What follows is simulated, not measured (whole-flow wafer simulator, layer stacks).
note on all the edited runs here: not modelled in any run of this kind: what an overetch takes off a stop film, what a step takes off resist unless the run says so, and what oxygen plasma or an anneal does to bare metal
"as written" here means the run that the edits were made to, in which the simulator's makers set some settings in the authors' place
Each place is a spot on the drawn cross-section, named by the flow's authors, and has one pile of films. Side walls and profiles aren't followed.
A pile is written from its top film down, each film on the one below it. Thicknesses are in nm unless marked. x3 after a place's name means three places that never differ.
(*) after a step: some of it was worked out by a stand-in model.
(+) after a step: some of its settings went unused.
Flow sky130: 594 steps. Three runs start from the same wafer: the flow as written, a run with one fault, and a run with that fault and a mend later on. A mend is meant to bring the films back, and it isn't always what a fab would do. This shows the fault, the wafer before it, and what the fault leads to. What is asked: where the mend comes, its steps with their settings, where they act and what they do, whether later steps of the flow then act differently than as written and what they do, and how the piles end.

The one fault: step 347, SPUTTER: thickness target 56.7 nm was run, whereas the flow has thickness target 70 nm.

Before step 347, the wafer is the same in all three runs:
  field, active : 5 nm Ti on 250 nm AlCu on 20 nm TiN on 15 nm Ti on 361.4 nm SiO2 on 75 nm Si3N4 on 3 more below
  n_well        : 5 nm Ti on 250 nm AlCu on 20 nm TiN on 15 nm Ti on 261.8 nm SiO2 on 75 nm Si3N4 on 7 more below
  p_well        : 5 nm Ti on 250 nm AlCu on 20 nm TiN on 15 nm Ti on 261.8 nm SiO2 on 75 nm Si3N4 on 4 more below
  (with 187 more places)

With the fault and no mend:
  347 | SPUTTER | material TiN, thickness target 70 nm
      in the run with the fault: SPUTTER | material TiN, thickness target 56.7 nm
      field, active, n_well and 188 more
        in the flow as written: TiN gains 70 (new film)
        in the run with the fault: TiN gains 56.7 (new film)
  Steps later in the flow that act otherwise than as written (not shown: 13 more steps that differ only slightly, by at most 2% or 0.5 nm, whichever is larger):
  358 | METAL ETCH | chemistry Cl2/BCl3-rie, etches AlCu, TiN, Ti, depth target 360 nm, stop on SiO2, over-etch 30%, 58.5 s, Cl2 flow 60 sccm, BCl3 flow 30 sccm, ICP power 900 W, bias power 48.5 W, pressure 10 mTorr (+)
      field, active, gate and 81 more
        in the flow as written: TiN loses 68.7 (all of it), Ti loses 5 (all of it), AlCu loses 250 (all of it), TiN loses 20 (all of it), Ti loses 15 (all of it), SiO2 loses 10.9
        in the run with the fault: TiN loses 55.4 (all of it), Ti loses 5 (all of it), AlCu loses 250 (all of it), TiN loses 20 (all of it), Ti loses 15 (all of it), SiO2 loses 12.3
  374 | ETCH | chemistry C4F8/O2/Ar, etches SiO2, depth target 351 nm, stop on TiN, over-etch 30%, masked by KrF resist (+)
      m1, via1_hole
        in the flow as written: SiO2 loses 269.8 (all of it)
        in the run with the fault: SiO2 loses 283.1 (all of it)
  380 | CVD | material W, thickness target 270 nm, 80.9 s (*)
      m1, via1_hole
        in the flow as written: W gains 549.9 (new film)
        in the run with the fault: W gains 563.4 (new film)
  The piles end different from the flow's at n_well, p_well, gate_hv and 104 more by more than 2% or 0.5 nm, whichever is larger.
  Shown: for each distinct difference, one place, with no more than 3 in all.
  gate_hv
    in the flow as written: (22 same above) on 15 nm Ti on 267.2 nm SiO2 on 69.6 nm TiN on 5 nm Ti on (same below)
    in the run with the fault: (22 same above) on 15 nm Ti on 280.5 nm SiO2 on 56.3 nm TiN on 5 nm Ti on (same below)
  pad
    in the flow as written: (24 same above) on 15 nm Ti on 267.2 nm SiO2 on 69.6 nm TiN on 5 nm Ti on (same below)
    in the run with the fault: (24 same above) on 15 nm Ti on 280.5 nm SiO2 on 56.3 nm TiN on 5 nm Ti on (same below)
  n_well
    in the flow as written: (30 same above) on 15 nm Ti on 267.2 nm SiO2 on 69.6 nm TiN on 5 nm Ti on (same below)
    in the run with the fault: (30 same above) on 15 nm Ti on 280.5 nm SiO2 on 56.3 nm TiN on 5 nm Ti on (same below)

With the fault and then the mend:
  After step 347 comes the mend.
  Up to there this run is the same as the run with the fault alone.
  347a | SPUTTER | material TiN, thickness target 13.3 nm (a further turn of the flow's step 347, with different settings)
      field, active, n_well and 188 more
        TiN gains 13.3
  Later steps of the flow that are run all act as written at every place that is followed.
  At every place that both follow, the piles at the end match the flow's.
